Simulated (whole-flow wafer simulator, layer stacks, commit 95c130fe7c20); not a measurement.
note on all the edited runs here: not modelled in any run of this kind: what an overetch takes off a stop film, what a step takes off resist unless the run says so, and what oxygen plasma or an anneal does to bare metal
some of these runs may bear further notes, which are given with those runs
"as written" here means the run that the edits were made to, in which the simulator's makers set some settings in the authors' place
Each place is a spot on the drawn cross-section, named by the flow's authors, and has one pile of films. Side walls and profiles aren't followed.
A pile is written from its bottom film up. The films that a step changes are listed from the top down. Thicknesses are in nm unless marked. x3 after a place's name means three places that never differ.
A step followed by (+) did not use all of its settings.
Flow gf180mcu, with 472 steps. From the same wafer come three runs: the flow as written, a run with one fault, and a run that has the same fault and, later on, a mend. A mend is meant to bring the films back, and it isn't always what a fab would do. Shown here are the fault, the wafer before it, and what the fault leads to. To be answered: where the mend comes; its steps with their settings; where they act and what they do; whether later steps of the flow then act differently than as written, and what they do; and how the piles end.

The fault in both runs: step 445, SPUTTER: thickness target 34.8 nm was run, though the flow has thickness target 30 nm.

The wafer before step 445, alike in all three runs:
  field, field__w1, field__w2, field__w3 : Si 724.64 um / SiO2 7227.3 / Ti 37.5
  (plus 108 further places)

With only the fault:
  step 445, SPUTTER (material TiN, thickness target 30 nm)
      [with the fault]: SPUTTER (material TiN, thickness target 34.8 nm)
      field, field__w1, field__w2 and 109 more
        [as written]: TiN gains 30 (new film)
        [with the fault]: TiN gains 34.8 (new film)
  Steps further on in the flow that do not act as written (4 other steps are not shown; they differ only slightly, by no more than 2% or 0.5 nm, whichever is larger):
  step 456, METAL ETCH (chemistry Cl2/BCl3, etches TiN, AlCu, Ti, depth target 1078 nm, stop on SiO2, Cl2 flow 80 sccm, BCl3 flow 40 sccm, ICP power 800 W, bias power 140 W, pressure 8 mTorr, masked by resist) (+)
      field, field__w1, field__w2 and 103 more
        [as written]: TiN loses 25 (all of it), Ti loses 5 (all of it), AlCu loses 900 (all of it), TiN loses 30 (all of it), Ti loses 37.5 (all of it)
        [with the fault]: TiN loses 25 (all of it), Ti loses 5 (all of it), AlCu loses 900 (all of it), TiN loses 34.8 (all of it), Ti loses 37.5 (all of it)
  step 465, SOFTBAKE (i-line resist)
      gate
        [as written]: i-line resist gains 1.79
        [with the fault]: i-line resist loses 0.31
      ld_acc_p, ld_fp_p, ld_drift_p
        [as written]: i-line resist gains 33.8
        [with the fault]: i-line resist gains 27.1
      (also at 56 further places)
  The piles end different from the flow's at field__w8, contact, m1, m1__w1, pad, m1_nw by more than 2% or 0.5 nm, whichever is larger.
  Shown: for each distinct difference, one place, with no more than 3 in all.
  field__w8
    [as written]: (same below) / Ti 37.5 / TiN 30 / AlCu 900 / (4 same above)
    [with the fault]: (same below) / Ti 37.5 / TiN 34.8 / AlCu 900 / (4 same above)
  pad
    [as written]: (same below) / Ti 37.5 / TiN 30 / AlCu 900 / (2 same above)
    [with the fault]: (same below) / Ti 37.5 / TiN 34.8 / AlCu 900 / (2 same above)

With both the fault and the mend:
  The mend follows step 445.
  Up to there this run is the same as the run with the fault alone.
  step 445a, METAL ETCH (chemistry Cl2/BCl3, etches TiN, AlCu, Ti, depth target 4.8 nm, Cl2 flow 80 sccm, BCl3 flow 40 sccm, ICP power 800 W, bias power 140 W, pressure 8 mTorr) (the flow's step 260 again, with other settings)
      field, field__w1, field__w2 and 109 more
        TiN loses 4.8
  Every later step of the flow that is run acts as written at every place that is followed.
  By the end, the piles equal the flow's at every place that both follow.
